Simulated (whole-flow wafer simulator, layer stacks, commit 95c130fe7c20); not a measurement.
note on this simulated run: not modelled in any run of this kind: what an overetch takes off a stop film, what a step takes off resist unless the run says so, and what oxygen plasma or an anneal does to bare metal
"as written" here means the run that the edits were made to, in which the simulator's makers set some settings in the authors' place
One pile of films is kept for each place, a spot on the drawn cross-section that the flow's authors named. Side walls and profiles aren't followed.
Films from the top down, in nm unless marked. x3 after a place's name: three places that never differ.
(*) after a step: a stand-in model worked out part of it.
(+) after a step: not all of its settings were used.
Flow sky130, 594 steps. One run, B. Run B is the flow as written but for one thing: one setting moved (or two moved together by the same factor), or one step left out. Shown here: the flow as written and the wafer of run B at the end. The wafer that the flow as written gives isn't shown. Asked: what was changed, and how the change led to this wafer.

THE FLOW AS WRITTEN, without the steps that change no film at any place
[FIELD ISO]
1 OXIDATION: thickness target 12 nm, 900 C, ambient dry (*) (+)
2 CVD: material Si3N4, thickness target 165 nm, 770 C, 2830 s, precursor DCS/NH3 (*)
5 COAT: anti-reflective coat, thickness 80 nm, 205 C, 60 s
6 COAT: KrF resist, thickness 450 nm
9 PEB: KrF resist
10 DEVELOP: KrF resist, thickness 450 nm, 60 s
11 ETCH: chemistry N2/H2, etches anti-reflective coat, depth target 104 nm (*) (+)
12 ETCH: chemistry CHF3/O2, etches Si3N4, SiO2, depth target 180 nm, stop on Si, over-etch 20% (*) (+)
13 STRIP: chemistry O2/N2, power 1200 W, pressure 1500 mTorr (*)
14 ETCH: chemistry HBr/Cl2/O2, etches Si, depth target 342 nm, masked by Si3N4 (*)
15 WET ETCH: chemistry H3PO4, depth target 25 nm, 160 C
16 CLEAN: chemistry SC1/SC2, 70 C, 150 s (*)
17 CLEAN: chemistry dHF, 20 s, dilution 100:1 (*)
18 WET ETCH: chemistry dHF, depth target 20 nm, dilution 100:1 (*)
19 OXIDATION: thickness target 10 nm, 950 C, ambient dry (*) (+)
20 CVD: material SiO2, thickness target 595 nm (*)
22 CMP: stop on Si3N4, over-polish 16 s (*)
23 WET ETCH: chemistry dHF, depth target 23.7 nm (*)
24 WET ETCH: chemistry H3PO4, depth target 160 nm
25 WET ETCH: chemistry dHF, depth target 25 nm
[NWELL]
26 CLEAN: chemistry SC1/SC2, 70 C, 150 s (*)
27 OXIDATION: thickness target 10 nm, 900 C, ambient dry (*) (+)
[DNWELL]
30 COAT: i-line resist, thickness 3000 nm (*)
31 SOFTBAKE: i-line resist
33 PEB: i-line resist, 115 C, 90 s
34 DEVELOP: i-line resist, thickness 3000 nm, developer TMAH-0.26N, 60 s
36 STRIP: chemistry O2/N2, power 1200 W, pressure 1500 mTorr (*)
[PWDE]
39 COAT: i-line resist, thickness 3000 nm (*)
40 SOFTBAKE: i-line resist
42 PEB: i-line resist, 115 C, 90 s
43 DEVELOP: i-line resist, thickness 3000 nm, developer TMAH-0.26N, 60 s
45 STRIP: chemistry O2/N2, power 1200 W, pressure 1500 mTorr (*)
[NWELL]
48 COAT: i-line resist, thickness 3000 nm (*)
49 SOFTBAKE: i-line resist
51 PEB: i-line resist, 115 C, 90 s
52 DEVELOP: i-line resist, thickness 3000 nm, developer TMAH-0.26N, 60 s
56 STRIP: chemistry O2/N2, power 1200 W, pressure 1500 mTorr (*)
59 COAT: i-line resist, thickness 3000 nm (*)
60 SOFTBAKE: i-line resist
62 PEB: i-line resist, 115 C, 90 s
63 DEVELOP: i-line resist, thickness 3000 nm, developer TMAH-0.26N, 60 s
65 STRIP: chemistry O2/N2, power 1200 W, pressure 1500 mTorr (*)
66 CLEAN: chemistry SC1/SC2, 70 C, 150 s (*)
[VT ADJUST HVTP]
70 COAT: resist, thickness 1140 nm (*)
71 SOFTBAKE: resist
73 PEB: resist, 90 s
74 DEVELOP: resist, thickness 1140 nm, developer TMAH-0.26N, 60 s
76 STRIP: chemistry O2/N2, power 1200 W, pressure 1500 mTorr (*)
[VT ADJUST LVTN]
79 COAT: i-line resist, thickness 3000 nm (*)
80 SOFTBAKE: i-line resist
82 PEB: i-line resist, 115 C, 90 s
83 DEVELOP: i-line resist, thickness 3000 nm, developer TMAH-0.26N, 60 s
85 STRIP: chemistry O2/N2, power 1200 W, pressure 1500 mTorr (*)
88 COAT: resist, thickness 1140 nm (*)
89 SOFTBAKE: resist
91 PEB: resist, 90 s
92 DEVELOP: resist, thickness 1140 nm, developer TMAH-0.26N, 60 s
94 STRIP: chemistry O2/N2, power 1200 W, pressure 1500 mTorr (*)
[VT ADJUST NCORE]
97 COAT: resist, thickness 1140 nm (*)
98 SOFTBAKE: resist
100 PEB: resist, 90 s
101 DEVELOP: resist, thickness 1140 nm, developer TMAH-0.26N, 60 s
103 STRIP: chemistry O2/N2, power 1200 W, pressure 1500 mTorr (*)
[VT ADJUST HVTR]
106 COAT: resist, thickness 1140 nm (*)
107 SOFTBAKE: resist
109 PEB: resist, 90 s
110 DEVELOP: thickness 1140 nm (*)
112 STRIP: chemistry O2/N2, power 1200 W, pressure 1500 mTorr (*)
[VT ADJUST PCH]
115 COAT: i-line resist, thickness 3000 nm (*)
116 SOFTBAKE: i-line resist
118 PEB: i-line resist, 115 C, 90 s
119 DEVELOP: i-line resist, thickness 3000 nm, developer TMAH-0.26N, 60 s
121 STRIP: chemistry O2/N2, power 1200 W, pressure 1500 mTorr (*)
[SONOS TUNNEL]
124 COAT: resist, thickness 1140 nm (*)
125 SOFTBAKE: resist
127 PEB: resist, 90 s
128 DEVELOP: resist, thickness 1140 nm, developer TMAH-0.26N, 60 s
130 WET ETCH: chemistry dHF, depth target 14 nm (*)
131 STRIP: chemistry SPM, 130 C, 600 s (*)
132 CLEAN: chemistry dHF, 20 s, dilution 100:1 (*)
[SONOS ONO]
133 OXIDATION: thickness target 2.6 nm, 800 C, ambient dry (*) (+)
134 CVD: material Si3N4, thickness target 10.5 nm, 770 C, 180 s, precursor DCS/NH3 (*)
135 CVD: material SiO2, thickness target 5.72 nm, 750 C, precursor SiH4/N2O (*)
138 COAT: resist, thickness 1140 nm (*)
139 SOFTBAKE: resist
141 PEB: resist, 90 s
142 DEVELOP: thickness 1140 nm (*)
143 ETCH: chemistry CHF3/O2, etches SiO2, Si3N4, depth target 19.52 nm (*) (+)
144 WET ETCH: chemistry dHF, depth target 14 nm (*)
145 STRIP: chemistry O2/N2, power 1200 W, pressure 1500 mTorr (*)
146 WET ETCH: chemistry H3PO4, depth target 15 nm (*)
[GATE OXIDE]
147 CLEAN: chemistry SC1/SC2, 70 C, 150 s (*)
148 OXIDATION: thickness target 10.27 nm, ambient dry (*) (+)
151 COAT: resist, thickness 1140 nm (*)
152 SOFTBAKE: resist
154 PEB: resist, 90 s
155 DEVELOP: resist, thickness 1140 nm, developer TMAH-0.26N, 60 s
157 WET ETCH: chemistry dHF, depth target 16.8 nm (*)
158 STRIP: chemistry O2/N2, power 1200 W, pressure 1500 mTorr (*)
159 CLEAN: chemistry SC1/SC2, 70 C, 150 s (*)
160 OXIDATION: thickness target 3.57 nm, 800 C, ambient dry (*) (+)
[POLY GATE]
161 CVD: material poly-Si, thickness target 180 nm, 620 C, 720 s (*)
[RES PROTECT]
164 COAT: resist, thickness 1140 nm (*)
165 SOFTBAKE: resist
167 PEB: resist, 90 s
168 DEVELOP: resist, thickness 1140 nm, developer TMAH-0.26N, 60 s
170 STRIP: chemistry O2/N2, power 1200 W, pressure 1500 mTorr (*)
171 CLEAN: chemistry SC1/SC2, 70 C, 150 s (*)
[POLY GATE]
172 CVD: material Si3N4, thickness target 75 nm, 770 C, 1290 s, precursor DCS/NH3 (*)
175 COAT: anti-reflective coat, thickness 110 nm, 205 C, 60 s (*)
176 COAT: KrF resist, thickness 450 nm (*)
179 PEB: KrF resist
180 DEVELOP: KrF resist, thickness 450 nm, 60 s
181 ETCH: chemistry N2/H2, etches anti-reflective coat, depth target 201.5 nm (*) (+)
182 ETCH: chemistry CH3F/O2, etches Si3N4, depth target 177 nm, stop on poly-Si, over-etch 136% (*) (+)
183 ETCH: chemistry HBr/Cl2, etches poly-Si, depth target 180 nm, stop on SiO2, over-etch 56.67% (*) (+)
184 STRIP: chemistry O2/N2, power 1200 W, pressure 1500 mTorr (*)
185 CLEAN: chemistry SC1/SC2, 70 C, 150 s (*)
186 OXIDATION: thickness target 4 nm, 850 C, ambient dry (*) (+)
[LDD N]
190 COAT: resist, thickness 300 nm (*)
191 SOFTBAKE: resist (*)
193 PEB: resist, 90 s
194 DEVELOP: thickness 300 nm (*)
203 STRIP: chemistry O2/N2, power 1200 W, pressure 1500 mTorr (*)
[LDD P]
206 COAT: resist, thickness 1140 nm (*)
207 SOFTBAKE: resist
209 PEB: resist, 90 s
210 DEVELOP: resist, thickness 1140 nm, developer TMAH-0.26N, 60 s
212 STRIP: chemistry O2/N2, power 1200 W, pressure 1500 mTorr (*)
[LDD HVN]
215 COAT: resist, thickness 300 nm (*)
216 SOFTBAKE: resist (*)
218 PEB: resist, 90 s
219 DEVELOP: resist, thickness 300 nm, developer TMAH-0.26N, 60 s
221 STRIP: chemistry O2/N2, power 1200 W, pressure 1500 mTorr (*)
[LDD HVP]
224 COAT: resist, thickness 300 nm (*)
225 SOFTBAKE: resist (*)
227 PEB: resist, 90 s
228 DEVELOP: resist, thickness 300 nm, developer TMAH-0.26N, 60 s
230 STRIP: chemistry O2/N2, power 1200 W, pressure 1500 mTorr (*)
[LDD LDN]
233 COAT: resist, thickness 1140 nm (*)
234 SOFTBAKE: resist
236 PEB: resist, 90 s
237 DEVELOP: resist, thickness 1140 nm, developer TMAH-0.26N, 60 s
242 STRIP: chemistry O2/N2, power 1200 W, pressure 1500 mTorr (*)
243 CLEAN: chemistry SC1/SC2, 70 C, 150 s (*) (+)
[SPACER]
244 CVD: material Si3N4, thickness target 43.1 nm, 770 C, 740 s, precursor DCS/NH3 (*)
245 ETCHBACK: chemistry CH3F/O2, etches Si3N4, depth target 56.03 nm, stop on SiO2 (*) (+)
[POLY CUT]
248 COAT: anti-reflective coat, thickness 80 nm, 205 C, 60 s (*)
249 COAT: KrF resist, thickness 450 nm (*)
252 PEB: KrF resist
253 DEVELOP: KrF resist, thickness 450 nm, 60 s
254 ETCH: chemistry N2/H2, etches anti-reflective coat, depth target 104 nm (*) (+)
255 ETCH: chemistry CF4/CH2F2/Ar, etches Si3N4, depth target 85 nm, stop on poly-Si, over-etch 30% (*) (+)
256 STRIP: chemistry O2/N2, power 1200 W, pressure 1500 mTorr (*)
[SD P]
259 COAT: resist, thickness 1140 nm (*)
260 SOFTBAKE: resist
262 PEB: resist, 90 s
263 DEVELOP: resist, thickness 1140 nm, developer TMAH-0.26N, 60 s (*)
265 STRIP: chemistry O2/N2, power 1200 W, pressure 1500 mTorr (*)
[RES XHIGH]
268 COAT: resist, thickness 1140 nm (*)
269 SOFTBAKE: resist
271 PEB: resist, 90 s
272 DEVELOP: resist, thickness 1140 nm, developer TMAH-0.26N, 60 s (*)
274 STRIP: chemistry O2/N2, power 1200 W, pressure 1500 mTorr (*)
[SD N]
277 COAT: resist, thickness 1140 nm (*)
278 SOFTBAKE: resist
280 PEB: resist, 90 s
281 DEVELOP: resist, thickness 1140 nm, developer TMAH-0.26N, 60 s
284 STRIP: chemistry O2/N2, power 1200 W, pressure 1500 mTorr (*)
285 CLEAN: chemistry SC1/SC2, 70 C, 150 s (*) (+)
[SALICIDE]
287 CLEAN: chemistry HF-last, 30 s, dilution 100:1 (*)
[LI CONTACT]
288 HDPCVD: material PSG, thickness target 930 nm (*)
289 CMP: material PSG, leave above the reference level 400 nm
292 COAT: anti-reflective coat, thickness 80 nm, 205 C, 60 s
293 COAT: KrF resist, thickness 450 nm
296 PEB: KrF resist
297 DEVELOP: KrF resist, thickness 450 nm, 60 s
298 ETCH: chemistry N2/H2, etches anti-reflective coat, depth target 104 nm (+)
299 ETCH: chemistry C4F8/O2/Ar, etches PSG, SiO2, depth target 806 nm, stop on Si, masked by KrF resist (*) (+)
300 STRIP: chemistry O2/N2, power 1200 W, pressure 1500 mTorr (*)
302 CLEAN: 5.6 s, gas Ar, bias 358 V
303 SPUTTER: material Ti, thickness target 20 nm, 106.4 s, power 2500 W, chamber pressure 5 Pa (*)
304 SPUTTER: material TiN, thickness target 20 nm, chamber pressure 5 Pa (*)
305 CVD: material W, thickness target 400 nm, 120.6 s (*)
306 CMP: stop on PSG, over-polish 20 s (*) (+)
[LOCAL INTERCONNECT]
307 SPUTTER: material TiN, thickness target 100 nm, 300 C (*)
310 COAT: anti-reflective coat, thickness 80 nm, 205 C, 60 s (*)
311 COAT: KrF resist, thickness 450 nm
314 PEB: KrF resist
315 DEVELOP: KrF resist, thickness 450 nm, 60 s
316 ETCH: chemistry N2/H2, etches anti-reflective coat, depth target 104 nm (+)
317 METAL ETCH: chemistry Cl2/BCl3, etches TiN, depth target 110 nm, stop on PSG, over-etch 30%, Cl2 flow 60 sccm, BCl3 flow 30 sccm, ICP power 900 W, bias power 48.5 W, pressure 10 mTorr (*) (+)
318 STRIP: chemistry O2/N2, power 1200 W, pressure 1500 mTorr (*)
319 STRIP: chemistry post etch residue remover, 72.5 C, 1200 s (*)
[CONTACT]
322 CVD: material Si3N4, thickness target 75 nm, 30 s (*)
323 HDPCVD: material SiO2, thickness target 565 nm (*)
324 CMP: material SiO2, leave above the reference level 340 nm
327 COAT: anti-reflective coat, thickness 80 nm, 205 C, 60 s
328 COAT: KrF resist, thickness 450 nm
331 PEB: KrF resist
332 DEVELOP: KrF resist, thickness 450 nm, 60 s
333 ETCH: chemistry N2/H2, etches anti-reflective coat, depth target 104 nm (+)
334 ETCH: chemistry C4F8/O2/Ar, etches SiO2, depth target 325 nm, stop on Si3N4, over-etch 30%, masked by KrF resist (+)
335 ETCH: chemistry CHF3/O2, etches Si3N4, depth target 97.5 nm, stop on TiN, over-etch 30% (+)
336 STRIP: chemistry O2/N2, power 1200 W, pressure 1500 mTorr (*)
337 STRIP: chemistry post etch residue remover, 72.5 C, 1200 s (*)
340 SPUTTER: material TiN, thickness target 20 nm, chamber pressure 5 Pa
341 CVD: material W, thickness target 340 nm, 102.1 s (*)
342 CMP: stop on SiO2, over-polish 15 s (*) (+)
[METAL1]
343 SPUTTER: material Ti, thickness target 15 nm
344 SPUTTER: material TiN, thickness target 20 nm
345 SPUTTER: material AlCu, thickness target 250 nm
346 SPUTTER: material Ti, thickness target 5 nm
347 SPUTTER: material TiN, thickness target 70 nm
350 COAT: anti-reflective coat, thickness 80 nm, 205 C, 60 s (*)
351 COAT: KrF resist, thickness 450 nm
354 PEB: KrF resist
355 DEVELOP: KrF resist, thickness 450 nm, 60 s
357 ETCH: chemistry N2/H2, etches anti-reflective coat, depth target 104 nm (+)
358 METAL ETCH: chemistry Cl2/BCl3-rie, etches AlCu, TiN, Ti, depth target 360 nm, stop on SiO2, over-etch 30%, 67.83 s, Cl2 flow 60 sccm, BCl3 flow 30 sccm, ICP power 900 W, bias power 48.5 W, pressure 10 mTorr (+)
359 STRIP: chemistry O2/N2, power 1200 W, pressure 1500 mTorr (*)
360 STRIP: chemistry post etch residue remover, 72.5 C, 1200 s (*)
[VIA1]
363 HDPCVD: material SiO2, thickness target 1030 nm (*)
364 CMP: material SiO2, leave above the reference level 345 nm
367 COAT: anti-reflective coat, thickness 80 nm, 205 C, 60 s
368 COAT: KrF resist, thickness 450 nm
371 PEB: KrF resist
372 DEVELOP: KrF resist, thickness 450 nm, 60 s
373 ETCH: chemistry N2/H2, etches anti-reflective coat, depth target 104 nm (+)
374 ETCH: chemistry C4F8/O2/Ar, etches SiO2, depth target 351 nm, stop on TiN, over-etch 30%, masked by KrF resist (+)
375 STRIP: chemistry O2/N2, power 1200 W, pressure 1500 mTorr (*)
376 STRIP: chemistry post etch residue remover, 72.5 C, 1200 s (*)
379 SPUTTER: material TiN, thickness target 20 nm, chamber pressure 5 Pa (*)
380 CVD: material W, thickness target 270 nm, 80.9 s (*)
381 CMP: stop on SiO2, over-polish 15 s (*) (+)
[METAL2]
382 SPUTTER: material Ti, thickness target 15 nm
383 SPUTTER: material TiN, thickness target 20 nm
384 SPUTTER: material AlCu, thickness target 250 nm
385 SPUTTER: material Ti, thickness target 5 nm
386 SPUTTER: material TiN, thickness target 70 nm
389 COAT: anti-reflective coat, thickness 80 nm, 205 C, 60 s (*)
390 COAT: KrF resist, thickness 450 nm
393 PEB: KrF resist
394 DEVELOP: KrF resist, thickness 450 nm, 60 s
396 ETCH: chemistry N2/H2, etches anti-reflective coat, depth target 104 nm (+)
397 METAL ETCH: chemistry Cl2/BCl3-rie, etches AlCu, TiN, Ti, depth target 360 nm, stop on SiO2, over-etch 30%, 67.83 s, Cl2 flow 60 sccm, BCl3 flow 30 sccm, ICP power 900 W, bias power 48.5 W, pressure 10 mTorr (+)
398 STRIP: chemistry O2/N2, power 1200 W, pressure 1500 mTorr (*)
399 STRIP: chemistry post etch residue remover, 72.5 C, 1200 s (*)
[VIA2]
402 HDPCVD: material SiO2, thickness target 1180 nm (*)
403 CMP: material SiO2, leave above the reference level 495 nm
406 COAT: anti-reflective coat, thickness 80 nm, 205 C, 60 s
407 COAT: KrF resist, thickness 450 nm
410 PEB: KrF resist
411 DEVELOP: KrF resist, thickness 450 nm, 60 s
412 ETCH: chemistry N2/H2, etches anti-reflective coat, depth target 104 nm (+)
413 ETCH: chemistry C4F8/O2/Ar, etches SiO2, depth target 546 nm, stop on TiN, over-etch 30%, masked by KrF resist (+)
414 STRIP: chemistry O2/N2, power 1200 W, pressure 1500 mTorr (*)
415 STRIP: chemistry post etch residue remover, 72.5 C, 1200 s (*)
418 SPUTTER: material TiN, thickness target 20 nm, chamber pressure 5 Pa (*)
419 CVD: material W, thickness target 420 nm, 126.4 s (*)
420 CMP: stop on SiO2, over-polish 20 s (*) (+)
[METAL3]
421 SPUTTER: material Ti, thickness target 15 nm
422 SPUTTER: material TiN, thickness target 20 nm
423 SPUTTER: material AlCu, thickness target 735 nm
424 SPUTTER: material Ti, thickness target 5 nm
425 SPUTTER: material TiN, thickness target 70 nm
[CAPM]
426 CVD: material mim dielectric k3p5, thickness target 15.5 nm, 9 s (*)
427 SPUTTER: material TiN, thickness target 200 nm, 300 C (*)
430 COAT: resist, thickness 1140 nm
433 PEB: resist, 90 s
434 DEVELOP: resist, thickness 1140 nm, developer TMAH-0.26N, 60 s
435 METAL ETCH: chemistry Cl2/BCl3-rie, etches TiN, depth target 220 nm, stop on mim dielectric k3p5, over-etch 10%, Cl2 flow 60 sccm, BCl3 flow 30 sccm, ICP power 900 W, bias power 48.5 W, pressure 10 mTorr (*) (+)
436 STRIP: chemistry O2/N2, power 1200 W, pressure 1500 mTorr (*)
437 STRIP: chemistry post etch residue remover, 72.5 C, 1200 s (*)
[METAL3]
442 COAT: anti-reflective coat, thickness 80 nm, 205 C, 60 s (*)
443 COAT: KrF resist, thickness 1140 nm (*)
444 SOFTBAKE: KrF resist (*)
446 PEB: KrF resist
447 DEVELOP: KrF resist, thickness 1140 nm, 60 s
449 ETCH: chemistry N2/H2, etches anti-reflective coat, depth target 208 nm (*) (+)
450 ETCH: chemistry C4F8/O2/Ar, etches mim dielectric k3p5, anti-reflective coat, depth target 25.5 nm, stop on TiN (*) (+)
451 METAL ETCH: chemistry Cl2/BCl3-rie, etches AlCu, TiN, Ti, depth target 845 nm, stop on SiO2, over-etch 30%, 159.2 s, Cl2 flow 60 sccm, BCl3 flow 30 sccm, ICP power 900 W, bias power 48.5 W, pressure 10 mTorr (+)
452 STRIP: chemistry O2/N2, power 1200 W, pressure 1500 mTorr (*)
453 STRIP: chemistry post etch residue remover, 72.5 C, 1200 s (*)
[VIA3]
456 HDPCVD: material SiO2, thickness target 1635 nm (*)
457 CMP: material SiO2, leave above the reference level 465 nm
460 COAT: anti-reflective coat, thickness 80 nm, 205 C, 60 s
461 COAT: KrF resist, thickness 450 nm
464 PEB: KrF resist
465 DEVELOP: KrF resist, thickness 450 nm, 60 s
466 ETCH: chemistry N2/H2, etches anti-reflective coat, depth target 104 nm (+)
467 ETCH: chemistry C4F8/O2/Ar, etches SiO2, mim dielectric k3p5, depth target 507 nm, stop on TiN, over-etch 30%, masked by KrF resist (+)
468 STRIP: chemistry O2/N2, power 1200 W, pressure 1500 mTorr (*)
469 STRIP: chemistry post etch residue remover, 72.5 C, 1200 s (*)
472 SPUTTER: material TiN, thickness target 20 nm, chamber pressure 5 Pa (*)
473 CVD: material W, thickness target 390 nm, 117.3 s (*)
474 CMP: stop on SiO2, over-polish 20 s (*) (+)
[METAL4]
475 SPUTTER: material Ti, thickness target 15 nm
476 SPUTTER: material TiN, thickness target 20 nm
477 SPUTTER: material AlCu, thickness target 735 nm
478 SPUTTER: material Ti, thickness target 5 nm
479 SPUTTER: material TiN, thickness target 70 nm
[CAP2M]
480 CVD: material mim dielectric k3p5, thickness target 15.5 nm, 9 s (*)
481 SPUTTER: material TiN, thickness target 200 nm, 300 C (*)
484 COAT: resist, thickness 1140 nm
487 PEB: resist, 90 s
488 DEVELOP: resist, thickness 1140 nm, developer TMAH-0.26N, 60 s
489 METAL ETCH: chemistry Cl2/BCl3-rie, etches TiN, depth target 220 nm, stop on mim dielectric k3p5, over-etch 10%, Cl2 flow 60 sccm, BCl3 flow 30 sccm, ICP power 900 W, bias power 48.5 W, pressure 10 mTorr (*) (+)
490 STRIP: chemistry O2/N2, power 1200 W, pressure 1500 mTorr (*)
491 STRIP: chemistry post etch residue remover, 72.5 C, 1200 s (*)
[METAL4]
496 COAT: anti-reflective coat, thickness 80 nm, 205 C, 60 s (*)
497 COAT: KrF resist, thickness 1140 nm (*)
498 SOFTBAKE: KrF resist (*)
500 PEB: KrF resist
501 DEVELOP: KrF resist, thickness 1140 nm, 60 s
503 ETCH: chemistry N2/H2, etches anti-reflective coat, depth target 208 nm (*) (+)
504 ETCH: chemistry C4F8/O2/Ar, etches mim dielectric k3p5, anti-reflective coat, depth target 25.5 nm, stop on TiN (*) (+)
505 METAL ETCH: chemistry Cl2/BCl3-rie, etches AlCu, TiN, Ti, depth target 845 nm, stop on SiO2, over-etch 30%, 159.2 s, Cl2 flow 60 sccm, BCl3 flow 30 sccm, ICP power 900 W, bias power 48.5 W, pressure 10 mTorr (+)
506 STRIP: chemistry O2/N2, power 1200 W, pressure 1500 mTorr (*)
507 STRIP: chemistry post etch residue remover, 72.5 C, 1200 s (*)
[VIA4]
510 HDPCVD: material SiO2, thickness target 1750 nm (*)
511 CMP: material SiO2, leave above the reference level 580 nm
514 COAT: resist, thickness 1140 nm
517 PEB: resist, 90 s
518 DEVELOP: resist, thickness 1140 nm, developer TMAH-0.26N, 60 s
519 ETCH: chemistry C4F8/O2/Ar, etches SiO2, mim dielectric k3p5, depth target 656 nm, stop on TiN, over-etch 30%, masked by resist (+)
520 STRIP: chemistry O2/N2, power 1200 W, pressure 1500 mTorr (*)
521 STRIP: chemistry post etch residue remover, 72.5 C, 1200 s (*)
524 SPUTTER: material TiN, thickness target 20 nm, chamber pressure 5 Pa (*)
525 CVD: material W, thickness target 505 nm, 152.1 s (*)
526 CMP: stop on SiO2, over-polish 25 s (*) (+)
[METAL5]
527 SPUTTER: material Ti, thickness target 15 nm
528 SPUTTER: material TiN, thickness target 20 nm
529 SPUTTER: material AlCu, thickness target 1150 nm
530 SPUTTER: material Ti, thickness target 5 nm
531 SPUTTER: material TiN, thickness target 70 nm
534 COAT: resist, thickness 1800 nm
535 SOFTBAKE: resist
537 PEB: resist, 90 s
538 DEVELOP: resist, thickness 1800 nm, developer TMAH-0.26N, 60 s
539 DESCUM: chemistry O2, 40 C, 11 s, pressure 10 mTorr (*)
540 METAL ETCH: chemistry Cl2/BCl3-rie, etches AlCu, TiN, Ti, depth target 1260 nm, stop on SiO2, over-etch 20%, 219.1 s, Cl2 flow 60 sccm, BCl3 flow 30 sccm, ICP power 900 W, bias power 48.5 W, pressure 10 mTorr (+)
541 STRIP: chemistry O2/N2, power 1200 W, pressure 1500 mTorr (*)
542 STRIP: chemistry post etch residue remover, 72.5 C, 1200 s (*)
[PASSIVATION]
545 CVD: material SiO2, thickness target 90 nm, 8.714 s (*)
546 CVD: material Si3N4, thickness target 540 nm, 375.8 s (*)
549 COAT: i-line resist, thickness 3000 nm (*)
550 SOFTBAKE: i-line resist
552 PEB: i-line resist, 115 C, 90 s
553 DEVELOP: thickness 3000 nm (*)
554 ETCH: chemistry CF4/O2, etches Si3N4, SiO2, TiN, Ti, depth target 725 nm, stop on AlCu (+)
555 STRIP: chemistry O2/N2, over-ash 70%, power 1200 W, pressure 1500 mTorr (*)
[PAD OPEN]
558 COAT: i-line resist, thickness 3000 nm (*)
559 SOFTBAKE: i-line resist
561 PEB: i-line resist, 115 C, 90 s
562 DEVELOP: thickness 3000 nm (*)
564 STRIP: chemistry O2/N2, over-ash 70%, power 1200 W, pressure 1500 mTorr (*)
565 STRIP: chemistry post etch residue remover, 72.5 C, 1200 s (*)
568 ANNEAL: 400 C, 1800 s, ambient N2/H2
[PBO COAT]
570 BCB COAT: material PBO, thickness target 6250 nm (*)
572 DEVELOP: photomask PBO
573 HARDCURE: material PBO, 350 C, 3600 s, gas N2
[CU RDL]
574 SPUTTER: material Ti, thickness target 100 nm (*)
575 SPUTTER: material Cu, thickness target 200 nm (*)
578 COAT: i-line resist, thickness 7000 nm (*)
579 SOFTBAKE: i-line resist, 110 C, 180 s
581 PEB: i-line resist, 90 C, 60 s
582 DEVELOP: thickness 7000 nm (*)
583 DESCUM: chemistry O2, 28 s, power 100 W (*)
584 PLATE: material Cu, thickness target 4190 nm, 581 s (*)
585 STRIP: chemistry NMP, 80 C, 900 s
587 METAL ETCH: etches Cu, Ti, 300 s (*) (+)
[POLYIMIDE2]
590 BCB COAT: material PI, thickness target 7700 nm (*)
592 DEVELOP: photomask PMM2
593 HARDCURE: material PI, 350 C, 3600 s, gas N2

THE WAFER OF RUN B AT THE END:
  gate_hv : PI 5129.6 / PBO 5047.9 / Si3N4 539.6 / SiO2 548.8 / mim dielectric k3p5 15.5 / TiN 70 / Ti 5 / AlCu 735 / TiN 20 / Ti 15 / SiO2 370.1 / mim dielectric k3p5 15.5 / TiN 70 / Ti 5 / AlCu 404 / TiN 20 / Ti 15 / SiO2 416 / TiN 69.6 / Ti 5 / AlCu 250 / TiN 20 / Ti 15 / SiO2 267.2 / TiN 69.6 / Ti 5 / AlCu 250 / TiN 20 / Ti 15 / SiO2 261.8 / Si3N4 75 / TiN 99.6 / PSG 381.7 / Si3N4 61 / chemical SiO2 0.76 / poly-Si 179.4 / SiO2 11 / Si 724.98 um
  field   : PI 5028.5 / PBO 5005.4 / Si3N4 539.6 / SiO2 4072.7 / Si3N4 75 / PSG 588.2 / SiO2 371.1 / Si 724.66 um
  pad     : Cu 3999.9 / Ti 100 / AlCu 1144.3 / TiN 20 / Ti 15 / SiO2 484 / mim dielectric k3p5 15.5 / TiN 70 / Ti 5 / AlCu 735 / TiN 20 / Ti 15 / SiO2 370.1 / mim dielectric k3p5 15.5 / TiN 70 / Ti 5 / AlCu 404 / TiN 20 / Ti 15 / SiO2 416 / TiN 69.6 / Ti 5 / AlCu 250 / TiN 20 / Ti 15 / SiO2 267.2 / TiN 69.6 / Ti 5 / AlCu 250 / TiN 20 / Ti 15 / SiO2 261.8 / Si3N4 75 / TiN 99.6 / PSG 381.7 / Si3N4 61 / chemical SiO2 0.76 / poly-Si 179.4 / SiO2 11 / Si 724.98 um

The cause: step 423, SPUTTER: thickness target 404 nm was run, where the flow has thickness target 735 nm.
It can be read off the wafer: gate_hv has AlCu 404, and step 423 as written asks for 735 nm.

How the change led to this, step by step:
  423 SPUTTER: material AlCu, thickness target 735 nm
      field, active, n_well and 188 more: AlCu +404 (new film) (as written it would be: AlCu +735 (new film))
  451 METAL ETCH: chemistry Cl2/BCl3-rie, etches AlCu, TiN, Ti, depth target 845 nm, stop on SiO2, over-etch 30%, 159.2 s, Cl2 flow 60 sccm, BCl3 flow 30 sccm, ICP power 900 W, bias power 48.5 W, pressure 10 mTorr (+)
      field, active, gate and 67 more: TiN -70 (all of it), Ti -5 (all of it), AlCu -404 (all of it), TiN -20 (all of it), Ti -15 (all of it), SiO2 -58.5 (as written it would be: TiN -70 (all of it), Ti -5 (all of it), AlCu -735 (all of it), TiN -20 (all of it), Ti -15 (all of it), SiO2 -25.4)
      vpp_ln, vpp_iso2, ndiff_ln and 9 more: TiN -70 (all of it), Ti -5 (all of it), AlCu -404 (all of it), TiN -20 (all of it), Ti -15 (all of it), SiO2 -58.4 (as written it would be: TiN -70 (all of it), Ti -5 (all of it), AlCu -735 (all of it), TiN -20 (all of it), Ti -15 (all of it), SiO2 -25.3)
      (and at 3 more places)
  457 CMP: material SiO2, leave above the reference level 465 nm
      field, active, gate and 62 more: SiO2 -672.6 (as written it would be: SiO2 -374.7)
      vpp_ln, vpp_iso1, vpp_iso2 and 17 more: SiO2 -672.5 (as written it would be: SiO2 -374.7)
